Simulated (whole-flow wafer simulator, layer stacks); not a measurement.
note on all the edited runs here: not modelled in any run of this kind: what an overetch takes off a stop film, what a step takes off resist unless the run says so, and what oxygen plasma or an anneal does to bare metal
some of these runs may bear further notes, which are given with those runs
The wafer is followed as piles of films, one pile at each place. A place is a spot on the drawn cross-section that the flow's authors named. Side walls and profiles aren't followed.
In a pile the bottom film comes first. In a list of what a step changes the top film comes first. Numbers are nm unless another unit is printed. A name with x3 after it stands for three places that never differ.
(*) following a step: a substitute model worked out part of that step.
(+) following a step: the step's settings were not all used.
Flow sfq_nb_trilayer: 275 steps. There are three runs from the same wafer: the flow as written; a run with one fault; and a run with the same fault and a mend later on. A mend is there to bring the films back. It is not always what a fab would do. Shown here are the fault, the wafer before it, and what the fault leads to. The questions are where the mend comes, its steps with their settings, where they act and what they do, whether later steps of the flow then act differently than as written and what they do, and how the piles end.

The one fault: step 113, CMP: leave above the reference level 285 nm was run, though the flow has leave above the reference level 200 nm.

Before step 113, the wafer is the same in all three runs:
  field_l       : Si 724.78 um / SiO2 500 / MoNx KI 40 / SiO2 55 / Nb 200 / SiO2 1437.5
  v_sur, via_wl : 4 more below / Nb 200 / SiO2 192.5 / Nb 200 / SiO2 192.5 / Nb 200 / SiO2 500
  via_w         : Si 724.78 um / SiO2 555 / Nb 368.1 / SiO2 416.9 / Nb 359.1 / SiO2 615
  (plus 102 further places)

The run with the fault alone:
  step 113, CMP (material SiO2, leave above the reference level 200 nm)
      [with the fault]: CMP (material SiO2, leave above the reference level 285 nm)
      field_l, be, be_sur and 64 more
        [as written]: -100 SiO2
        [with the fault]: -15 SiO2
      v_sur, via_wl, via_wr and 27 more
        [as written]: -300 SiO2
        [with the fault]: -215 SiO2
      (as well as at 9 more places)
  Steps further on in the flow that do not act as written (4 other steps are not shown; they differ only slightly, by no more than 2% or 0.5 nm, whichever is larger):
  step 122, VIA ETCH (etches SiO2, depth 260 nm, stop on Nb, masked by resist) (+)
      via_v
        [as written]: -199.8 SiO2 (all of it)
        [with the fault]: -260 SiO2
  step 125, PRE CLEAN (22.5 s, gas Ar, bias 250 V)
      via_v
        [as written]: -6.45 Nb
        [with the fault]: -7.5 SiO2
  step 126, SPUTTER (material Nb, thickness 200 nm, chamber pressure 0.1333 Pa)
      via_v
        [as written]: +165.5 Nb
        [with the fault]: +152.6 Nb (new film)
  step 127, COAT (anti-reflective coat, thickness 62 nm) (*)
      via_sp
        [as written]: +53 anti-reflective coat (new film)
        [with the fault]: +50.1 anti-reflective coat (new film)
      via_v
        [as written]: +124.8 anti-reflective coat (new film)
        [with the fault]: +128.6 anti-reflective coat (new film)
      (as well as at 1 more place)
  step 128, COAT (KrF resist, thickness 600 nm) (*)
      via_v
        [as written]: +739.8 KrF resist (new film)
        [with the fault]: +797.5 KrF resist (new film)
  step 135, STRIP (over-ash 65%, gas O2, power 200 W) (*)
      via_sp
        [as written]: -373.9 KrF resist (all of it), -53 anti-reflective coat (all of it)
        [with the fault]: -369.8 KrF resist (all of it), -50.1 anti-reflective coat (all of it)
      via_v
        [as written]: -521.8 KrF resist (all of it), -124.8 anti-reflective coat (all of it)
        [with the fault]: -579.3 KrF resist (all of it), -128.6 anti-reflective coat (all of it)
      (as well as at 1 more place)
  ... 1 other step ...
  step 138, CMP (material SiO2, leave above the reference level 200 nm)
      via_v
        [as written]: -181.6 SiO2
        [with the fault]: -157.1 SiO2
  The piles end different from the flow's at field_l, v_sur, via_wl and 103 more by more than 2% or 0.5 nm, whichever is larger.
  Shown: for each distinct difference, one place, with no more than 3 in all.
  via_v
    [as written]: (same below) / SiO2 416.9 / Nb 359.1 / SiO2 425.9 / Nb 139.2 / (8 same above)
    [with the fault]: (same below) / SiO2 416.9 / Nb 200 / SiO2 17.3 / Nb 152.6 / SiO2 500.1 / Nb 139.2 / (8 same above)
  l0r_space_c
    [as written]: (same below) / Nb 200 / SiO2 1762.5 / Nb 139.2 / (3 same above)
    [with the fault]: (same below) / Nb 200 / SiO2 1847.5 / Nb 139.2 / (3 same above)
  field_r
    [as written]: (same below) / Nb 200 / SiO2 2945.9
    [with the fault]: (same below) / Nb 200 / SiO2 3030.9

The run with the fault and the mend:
  The mend follows step 114.
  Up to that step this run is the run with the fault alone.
  step 114a, CMP (material SiO2, leave above the reference level 200 nm) (a further turn of the flow's step 113)
      field_l, v_sur, via_wl and 103 more
        -85 SiO2
  Later steps of the flow that are run all act as written at every place that is followed.
  The piles end the same as the flow's at every place that both follow.
